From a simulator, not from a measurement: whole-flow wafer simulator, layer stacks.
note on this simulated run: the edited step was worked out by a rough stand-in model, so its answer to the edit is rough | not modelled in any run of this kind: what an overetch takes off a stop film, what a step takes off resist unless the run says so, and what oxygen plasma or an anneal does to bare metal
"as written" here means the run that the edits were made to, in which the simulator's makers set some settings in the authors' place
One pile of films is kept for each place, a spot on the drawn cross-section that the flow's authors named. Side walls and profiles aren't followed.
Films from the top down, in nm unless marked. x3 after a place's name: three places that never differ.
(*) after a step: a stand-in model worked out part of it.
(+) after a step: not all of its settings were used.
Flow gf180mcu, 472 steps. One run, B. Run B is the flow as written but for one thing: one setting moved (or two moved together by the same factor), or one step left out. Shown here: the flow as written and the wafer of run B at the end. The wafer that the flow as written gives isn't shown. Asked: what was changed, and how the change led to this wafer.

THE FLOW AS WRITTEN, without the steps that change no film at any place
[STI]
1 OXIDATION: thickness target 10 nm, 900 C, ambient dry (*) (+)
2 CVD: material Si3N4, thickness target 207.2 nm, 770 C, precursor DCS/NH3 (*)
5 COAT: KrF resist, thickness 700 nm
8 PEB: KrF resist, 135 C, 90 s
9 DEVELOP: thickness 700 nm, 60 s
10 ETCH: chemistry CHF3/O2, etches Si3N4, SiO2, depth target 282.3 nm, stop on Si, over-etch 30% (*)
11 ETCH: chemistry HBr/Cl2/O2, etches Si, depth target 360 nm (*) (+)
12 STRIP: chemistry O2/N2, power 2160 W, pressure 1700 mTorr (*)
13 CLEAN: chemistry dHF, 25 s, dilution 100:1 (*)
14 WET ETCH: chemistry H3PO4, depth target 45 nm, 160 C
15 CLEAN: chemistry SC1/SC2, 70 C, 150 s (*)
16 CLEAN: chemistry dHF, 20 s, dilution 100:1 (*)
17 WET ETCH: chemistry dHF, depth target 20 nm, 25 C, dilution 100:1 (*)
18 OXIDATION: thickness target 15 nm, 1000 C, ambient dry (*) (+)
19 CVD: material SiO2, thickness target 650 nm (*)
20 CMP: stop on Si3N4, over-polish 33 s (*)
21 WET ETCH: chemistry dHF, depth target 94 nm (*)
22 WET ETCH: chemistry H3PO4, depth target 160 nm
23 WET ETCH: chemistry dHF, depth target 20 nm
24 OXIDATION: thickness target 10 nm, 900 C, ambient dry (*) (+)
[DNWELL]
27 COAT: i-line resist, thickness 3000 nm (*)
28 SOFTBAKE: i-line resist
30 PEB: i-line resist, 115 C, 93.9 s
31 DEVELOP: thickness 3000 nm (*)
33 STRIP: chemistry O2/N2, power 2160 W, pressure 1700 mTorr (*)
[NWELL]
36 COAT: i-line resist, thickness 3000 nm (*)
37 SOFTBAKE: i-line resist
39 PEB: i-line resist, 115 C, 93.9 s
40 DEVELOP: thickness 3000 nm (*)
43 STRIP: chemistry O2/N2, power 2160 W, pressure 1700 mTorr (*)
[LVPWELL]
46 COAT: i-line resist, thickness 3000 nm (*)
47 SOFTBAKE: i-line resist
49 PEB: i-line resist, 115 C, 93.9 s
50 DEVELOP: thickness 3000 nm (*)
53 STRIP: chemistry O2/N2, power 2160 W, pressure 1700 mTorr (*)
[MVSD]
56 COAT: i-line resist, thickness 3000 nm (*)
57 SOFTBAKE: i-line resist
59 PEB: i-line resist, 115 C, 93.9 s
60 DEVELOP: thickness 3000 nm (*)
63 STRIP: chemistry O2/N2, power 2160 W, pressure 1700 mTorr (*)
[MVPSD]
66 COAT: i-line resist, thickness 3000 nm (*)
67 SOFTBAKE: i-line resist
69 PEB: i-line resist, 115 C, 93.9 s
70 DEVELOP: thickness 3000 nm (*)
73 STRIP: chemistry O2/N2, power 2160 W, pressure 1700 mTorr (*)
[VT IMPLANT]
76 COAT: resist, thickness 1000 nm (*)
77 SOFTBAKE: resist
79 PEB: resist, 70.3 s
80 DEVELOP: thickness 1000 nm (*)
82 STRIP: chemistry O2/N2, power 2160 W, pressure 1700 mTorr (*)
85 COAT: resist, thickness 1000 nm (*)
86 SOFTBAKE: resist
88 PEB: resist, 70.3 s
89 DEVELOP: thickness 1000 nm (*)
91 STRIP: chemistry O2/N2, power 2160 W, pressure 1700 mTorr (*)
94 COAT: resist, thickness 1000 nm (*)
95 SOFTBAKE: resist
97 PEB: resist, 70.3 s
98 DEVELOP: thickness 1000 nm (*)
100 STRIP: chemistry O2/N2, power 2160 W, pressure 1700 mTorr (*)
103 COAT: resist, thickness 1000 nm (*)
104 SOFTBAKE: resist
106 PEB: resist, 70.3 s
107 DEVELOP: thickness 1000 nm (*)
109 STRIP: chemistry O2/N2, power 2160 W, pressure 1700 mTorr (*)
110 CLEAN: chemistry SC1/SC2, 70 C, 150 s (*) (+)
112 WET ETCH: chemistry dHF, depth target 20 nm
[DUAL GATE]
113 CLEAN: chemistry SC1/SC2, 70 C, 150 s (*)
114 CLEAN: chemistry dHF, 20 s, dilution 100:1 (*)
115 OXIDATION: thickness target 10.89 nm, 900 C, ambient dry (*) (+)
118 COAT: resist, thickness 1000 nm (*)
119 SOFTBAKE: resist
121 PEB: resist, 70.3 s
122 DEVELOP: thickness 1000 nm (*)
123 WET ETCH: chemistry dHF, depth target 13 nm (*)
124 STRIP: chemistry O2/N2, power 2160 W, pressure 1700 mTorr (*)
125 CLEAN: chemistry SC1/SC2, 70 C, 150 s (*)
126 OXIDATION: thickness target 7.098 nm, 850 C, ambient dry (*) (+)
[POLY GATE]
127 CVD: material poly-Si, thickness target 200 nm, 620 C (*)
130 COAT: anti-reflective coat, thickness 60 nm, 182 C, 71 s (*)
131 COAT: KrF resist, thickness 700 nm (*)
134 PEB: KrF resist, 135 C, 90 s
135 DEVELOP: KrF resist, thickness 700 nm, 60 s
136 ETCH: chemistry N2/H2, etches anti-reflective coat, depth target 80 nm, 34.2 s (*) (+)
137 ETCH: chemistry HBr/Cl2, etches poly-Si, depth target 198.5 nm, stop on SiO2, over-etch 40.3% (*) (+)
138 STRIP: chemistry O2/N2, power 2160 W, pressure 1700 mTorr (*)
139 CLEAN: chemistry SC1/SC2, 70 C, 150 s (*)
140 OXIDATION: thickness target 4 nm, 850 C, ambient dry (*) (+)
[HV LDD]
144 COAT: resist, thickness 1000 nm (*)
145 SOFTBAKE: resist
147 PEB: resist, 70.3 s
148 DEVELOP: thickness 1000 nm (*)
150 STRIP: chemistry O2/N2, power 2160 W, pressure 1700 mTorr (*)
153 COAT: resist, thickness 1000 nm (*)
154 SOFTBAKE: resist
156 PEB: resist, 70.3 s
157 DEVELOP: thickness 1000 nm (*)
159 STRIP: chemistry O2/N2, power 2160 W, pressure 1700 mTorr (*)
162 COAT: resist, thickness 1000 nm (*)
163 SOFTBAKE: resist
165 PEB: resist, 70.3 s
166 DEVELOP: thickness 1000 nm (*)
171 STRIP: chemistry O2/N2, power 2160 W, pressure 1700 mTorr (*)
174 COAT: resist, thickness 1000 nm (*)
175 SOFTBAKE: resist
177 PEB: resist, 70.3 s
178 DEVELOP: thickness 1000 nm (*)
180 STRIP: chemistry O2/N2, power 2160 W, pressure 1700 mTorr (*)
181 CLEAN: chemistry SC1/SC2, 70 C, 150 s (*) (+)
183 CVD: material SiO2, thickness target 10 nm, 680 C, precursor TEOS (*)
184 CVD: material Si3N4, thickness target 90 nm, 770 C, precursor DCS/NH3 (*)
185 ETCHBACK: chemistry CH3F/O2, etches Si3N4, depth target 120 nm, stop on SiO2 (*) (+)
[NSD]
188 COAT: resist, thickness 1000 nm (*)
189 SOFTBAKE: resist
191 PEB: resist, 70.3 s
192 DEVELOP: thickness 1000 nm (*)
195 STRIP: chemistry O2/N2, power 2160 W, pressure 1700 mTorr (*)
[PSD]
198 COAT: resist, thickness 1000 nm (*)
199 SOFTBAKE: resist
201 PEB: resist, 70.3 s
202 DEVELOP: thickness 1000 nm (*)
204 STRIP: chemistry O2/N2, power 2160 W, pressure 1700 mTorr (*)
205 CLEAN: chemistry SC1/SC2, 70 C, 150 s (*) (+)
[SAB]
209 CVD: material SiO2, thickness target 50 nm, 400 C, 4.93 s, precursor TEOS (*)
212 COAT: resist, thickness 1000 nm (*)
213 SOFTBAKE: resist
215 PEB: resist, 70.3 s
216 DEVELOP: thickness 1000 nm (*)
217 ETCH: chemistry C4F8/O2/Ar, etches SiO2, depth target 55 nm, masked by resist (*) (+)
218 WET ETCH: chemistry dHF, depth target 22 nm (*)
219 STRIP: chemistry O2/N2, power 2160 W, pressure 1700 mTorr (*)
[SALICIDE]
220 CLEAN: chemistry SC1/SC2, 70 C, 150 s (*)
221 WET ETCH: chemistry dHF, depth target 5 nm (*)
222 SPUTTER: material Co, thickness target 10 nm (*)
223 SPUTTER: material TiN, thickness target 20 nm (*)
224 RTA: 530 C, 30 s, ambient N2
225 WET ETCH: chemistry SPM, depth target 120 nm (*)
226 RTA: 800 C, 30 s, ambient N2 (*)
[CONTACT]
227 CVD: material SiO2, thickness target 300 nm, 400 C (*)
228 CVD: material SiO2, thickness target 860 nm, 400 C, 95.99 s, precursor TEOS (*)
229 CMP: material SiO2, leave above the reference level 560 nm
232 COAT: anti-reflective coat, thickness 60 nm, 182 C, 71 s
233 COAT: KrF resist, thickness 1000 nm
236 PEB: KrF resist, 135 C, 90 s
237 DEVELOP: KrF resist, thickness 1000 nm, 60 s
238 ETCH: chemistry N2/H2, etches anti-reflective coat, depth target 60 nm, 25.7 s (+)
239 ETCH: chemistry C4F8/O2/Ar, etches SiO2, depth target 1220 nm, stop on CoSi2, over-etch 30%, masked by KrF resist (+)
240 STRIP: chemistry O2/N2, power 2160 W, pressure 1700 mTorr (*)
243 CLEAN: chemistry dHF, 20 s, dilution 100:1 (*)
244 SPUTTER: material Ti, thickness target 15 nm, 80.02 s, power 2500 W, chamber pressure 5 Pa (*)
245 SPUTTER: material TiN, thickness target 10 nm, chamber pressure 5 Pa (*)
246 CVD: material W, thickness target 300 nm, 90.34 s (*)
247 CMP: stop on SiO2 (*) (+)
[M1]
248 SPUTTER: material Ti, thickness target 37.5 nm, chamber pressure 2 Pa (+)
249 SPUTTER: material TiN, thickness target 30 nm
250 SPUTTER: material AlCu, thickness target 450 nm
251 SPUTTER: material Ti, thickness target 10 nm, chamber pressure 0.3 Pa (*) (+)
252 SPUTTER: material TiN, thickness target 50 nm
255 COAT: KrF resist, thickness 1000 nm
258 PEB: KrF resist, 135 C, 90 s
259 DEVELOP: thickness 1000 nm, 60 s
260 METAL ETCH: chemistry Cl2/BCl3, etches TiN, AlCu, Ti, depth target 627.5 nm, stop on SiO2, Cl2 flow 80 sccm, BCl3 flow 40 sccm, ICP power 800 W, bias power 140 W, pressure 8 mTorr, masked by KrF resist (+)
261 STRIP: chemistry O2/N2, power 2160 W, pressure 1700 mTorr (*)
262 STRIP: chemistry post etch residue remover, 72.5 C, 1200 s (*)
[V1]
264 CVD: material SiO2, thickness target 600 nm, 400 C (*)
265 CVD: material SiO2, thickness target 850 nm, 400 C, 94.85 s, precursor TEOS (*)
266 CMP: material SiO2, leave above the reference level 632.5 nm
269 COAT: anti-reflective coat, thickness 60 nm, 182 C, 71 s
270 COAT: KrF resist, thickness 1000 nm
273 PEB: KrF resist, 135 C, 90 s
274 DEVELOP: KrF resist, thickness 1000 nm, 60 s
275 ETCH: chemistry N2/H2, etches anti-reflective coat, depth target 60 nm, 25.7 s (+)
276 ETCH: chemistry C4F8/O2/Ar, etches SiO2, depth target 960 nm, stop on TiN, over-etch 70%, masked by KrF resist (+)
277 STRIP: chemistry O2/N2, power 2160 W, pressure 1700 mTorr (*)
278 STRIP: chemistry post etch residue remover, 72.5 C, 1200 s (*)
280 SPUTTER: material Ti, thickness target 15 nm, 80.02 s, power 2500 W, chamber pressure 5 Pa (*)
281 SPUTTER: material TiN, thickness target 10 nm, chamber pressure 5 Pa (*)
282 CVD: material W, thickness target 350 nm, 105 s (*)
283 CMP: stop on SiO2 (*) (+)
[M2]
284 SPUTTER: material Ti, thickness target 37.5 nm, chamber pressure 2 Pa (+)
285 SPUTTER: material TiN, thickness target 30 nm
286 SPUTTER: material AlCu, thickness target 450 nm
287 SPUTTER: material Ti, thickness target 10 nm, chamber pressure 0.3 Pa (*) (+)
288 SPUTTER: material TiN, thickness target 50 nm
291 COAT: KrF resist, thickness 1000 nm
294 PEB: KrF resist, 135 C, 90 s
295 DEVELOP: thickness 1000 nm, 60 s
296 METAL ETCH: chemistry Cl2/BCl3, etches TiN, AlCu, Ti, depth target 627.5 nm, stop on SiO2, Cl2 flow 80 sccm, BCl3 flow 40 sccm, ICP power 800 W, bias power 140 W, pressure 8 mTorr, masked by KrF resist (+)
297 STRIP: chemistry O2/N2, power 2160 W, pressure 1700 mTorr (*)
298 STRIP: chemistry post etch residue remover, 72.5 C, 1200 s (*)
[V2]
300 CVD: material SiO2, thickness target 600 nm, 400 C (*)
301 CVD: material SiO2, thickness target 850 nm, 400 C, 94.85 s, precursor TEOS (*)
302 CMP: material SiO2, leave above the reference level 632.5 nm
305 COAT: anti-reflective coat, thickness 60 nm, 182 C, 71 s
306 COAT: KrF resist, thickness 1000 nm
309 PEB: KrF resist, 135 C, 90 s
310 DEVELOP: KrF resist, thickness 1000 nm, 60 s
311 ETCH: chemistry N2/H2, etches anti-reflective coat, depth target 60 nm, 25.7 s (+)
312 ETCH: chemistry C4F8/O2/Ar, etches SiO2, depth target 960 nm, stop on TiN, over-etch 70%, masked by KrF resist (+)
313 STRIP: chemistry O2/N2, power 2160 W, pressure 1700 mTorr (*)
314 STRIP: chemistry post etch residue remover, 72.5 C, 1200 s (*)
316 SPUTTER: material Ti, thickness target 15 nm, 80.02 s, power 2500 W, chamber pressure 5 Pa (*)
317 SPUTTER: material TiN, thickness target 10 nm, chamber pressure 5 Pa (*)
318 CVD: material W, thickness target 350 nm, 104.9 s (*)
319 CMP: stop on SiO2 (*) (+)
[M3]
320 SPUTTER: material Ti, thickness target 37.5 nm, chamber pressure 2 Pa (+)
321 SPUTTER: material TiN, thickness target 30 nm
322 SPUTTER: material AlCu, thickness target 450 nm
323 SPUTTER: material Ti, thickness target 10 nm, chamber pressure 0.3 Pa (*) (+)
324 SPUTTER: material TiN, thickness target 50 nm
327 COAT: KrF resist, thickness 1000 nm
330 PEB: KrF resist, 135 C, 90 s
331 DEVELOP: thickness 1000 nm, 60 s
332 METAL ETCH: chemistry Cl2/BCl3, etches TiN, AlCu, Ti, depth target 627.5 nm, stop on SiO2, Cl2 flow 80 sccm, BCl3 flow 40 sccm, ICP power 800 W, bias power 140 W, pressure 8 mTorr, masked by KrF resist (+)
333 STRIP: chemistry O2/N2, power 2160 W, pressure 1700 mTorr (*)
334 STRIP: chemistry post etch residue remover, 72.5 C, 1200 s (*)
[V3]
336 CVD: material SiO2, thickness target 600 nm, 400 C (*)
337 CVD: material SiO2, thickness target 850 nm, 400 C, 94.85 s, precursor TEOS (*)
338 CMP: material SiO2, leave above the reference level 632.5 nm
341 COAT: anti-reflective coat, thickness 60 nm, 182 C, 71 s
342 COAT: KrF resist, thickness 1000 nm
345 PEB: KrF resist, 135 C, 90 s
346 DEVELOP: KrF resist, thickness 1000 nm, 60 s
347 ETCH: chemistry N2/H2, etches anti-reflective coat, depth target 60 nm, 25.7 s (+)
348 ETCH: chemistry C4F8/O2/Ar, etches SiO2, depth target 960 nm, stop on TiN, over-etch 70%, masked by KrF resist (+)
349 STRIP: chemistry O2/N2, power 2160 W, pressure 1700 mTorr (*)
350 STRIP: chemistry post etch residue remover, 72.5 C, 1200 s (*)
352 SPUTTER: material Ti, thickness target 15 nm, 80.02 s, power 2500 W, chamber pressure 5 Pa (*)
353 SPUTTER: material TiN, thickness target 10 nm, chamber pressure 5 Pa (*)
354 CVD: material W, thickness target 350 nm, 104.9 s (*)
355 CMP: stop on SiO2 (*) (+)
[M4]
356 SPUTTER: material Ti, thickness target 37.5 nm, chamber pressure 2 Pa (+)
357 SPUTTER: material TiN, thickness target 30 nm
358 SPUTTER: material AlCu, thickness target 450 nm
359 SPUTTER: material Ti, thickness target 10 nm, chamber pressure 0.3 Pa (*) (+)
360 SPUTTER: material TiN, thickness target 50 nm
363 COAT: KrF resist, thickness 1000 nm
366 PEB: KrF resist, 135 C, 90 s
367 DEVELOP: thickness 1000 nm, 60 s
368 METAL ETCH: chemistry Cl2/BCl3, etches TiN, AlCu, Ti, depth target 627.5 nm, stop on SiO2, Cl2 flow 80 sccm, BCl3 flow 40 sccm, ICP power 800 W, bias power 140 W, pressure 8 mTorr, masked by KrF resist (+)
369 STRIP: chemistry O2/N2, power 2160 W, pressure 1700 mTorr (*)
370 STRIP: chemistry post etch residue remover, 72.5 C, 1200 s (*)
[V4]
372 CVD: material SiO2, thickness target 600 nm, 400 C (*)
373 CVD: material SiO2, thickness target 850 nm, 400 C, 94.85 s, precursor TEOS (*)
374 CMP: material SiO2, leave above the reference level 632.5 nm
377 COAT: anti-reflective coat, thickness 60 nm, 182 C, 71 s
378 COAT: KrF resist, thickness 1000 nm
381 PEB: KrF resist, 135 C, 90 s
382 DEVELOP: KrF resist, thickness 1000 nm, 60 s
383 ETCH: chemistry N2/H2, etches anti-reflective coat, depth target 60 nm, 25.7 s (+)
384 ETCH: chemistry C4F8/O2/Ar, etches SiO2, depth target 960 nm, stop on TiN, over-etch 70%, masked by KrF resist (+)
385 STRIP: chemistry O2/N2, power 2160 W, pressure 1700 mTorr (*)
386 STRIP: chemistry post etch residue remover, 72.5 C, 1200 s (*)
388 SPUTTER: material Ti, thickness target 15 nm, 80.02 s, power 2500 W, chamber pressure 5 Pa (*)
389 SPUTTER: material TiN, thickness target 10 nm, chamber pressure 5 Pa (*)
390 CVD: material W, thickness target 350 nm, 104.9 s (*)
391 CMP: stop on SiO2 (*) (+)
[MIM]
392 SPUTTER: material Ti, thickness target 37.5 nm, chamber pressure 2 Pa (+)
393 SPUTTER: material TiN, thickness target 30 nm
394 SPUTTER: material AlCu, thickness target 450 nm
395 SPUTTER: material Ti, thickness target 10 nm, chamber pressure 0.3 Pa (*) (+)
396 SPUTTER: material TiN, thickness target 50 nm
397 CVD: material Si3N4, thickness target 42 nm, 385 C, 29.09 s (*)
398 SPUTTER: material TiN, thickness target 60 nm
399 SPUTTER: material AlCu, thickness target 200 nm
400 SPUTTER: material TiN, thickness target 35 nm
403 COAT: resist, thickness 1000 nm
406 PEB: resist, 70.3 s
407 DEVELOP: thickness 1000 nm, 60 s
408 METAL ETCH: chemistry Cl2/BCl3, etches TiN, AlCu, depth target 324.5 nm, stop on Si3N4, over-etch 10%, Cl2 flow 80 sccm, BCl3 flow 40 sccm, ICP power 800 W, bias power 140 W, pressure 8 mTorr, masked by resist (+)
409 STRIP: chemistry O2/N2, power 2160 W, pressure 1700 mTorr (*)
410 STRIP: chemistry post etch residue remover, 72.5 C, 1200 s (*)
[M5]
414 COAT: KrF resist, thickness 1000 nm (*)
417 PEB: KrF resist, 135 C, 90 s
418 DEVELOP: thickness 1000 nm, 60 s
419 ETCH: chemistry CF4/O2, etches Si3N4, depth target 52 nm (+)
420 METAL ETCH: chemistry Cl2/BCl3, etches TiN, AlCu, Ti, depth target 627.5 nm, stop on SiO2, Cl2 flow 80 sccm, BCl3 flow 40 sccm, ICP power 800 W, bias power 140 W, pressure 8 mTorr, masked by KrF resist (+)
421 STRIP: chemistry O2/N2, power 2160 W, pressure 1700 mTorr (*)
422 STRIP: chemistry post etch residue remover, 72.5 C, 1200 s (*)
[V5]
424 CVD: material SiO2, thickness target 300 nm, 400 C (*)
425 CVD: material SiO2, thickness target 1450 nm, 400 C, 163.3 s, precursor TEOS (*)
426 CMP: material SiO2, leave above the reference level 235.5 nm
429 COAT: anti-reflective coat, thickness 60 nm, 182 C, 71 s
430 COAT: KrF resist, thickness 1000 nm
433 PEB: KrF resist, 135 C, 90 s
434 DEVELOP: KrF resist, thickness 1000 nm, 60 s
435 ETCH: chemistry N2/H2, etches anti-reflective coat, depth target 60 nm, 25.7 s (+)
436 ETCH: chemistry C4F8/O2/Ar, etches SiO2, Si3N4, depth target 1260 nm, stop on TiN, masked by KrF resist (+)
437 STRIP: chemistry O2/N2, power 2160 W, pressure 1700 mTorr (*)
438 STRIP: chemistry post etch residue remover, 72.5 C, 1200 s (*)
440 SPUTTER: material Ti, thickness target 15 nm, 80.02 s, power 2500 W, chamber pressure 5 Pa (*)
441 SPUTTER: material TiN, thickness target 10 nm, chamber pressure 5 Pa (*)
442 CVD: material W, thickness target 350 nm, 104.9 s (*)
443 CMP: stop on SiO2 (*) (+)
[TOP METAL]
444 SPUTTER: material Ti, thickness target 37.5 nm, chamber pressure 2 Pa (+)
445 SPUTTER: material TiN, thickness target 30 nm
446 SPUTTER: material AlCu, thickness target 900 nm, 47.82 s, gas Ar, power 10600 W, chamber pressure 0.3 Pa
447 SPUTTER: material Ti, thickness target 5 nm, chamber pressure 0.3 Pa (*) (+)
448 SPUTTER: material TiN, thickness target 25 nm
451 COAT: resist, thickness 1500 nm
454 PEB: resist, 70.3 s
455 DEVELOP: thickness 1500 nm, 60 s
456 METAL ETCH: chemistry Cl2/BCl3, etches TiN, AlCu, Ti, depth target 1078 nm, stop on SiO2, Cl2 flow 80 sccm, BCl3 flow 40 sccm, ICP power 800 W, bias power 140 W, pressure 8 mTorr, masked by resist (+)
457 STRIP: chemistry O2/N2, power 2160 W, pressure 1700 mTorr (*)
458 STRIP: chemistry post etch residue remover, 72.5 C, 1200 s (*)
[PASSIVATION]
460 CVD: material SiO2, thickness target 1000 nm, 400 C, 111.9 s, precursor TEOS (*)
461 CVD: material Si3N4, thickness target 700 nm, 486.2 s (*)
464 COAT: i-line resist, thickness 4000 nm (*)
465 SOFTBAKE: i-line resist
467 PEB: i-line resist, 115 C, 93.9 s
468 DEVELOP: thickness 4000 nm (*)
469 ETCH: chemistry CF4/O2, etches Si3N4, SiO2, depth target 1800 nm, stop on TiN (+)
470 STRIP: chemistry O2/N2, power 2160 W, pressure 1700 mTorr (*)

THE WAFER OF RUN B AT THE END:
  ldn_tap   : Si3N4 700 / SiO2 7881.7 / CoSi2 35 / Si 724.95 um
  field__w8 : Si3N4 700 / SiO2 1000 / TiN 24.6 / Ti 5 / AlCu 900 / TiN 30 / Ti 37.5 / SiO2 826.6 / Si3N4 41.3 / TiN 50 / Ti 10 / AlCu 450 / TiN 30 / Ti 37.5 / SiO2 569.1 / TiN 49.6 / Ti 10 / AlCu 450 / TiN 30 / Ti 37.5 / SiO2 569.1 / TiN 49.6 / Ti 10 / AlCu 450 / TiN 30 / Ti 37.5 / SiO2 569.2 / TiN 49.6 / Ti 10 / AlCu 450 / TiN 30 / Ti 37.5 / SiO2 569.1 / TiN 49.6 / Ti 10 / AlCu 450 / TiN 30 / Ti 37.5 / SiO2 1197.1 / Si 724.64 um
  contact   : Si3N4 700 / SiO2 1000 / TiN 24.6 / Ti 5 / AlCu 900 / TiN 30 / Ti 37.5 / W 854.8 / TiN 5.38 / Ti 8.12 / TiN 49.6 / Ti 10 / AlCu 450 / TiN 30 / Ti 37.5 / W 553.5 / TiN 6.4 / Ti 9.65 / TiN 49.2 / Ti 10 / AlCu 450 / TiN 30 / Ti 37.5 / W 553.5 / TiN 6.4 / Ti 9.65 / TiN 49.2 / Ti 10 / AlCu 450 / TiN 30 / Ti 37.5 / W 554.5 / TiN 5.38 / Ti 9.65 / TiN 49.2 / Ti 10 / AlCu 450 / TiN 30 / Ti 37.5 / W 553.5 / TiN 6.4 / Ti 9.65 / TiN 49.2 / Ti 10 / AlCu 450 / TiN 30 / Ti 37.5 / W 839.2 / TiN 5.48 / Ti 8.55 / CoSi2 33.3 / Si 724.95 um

The cause: step 317, SPUTTER: thickness target 8.4 nm was run, where the flow has thickness target 10 nm.

How the change led to this, step by step:
  317 SPUTTER: material TiN, thickness target 10 nm, chamber pressure 5 Pa (*)
      field, field__w1, field__w2 and 107 more: TiN +8.4 (new film) (as written it would be: TiN +10 (new film))
      contact: TiN +5.38 (new film) (as written it would be: TiN +6.4 (new film))
  319 CMP: stop on SiO2 (*) (+)
      field, field__w1, field__w2 and 107 more: W -350 (all of it), TiN -8.4 (all of it), Ti -15 (all of it), SiO2 -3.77 (as written it would be: W -350 (all of it), TiN -10 (all of it), Ti -15 (all of it), SiO2 -3.78)
